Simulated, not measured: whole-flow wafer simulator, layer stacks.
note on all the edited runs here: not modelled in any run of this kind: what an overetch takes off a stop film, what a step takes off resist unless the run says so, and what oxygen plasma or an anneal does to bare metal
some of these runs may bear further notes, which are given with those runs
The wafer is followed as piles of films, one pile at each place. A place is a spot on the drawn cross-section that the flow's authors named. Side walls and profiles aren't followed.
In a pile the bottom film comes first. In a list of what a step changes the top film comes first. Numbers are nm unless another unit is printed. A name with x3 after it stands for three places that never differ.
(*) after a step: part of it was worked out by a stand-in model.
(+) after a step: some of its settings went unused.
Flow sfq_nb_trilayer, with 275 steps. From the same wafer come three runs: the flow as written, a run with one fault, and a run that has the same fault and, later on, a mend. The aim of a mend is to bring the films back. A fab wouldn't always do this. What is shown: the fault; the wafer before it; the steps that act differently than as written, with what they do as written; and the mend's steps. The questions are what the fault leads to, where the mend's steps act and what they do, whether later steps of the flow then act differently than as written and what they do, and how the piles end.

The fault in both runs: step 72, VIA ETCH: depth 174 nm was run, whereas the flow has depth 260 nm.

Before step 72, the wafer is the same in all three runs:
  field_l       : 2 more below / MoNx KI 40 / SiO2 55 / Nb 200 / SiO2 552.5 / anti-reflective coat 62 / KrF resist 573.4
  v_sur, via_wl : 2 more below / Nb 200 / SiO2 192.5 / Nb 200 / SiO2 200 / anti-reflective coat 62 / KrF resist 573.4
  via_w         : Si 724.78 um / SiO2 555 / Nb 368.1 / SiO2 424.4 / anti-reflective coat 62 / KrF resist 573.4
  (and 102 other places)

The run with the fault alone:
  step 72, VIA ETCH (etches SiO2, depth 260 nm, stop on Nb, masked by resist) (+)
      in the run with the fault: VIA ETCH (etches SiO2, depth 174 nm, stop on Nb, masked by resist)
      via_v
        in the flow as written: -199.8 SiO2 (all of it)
        in the run with the fault: -174 SiO2
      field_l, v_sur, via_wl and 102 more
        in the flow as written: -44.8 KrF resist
        in the run with the fault: -30 KrF resist
  Later steps of the flow acting differently than as written (5 more steps, not shown, differ only slightly: by at most 2% or 0.5 nm, whichever is larger):
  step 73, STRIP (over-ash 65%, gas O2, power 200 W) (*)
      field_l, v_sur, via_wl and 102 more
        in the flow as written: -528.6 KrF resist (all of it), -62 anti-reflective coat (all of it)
        in the run with the fault: -543.4 KrF resist (all of it), -62 anti-reflective coat (all of it)
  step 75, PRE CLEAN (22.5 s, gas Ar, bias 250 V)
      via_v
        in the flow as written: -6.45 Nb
        in the run with the fault: -7.5 SiO2
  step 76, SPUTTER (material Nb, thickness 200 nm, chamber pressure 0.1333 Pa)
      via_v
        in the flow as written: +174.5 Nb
        in the run with the fault: +179.6 Nb (new film)
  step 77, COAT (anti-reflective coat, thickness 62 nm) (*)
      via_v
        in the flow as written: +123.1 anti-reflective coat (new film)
        in the run with the fault: +116.2 anti-reflective coat (new film)
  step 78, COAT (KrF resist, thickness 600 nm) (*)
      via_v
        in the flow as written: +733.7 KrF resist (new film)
        in the run with the fault: +714.4 KrF resist (new film)
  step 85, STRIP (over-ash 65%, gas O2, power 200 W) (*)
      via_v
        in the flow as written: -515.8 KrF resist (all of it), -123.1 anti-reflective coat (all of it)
        in the run with the fault: -496.5 KrF resist (all of it), -116.2 anti-reflective coat (all of it)
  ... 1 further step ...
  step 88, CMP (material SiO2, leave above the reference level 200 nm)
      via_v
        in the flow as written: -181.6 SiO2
        in the run with the fault: -157.1 SiO2
  At via_v, the piles at the end differ from the flow's by more than 2% or 0.5 nm, whichever is larger.
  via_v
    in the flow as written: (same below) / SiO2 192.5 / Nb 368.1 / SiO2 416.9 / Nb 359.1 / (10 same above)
    in the run with the fault: (same below) / SiO2 192.5 / Nb 200 / SiO2 18.3 / Nb 179.6 / SiO2 387 / Nb 359.1 / (10 same above)

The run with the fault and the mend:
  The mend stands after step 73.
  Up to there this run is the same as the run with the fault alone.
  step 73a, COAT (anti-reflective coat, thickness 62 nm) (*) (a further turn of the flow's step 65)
      p4_fl x3, p4_w1 x9, p4_g1 x2 and 63 more
        +62 anti-reflective coat (new film)
      res, r_end, moat and 8 more
        +61.8 anti-reflective coat (new film)
      ce_r, sp_r, be_r, r_sur
        +61.7 anti-reflective coat (new film)
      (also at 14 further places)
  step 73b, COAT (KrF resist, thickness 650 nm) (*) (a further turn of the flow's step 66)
      p4_fl x3, p4_w1 x9, p4_g1 x2 and 63 more
        +650 KrF resist (new film)
      moat, field_r, lsp_l, ln_m5, lsp_m, ln_m6, l0_sur, l0v
        +649.6 KrF resist (new film)
      res, r_end
        +649.5 KrF resist (new film)
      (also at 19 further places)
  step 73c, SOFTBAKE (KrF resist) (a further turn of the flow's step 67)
      does not change any film at any place that is followed
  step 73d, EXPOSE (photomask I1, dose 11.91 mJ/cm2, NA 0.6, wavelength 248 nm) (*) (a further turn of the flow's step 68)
      does not change any film at any place that is followed
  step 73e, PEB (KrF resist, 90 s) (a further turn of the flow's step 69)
      c5j, ce_r, sp_r and 90 more
        -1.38 KrF resist
      field_l, v_sur, via_wl and 7 more
        -1.37 KrF resist
      via_wr, be
        -1.36 KrF resist
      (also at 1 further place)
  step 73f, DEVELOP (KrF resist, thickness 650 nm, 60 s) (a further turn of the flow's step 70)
      field_l, v_sur, via_wl and 102 more
        -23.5 KrF resist
      via_v
        -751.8 KrF resist (all of it)
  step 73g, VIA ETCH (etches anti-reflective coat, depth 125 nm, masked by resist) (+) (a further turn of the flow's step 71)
      field_l, v_sur, via_wl and 102 more
        -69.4 KrF resist
      via_v
        -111 anti-reflective coat (all of it)
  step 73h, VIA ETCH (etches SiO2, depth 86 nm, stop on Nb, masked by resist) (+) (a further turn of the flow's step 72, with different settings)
      field_l, v_sur, via_wl and 102 more
        -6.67 KrF resist
      via_v
        -25.8 SiO2 (all of it)
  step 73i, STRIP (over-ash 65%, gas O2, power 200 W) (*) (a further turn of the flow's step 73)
      p4_fl x3, p4_w1 x9, p4_g1 x2 and 63 more
        -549 KrF resist (all of it), -62 anti-reflective coat (all of it)
      field_r, lsp_l, ln_m5, lsp_m, ln_m6, lsp_r, l0_sur, l0v
        -548.6 KrF resist (all of it), -61.8 anti-reflective coat (all of it)
      res, r_end, moat
        -548.5 KrF resist (all of it), -61.8 anti-reflective coat (all of it)
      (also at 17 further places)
  Later steps of the flow that are run all act as written at every place that is followed, up to a difference of at most 2% or 0.5 nm, whichever is larger.
  The piles end only slightly different from the flow's at the places that both follow, by no more than 2% or 0.5 nm, whichever is larger.
